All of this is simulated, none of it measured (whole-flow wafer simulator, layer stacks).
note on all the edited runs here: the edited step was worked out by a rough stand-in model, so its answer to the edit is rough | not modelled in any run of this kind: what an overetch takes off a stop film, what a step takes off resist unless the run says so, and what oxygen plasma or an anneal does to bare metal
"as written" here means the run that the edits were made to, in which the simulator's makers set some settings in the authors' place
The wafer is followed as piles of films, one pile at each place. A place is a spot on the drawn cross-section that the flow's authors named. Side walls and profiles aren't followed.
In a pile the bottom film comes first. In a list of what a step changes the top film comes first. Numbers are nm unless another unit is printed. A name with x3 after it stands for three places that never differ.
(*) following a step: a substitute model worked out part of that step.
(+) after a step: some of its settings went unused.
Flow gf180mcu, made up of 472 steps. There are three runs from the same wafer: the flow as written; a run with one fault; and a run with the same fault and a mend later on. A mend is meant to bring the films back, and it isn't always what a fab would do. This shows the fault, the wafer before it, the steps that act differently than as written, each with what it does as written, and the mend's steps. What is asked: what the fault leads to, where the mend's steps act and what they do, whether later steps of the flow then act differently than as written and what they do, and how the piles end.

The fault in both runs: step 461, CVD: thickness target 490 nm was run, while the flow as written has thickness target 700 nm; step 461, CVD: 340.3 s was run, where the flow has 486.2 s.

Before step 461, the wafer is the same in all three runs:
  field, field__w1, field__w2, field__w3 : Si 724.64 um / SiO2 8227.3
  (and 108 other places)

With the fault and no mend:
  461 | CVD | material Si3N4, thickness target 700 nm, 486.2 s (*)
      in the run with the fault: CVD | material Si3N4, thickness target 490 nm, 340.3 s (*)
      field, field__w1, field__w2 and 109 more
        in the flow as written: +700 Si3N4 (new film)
        in the run with the fault: +490 Si3N4 (new film)
  Steps later in the flow that act otherwise than as written (4 more steps, not shown, differ only slightly: by at most 2% or 0.5 nm, whichever is larger):
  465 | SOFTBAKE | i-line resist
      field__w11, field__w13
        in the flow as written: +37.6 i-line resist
        in the run with the fault: +36.6 i-line resist
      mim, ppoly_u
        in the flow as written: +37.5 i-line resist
        in the run with the fault: +36.5 i-line resist
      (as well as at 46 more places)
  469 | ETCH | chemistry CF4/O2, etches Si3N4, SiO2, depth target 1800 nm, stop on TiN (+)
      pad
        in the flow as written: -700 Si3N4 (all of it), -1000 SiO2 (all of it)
        in the run with the fault: -490 Si3N4 (all of it), -1000 SiO2 (all of it)
  The piles end different from the flow's at field, field__w1, field__w2 and 108 more by more than 2% or 0.5 nm, whichever is larger.
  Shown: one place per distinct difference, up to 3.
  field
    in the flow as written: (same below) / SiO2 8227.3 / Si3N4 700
    in the run with the fault: (same below) / SiO2 8227.3 / Si3N4 490
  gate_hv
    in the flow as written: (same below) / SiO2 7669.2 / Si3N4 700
    in the run with the fault: (same below) / SiO2 7669.2 / Si3N4 490
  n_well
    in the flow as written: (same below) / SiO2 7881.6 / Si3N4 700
    in the run with the fault: (same below) / SiO2 7881.6 / Si3N4 490

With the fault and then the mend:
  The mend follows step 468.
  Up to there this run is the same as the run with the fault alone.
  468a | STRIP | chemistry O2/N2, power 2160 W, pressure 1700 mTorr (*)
      iso_ptap_pw, iso_ntap_nw, iso_nw_fld and 33 more
        -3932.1 i-line resist (all of it)
      p_well, sti, spacer, sd_n, mim_1p0, dice_street
        -3938.1 i-line resist (all of it)
      field__w2, field__w3, field__w12
        -3985.1 i-line resist (all of it)
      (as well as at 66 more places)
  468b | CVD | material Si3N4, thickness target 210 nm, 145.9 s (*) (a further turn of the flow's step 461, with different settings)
      field, field__w1, field__w2 and 109 more
        +210.1 Si3N4
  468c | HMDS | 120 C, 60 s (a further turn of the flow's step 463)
      alters no film at any place that is followed
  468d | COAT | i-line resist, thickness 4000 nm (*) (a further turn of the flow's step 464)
      iso_ptap_pw, iso_ntap_nw, iso_nw_fld and 33 more
        +4000 i-line resist (new film)
      field__w5, field__w9, field__w11, field__w13, gate_p_hv, nplus_u
        +4017 i-line resist (new film)
      p_well, sti, spacer, sd_n, mim_1p0, dice_street
        +4006.3 i-line resist (new film)
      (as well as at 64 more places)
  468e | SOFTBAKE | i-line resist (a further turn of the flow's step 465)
      field__w11, field__w13, mim, ppoly_u
        +37.5 i-line resist
      ld_fp_p, ld_drift_p, ld_drn_p
        +33.8 i-line resist
      field__w2, field_sub__w3
        +33.3 i-line resist
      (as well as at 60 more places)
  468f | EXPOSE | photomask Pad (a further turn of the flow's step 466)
      alters no film at any place that is followed
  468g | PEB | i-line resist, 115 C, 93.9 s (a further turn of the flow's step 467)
      iso_ptap_pw, iso_ntap_nw, iso_nw_fld and 33 more
        -67.9 i-line resist
      field, field__w2, field__w3 and 25 more
        -68.8 i-line resist
      field_sub, field_sub__w1, field_sub__w2 and 23 more
        -68.7 i-line resist
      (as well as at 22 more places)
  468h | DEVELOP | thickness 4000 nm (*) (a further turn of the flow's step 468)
      field__w7, field__w9, field_sub__w1 and 13 more
        -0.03 i-line resist
      pad
        -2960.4 i-line resist (all of it)
  Later steps of the flow that are run all act as written at every place that is followed, up to a difference of at most 2% or 0.5 nm, whichever is larger.
  At the end the piles are close to the flow's at the places that both follow, differing by at most 2% or 0.5 nm, whichever is larger.
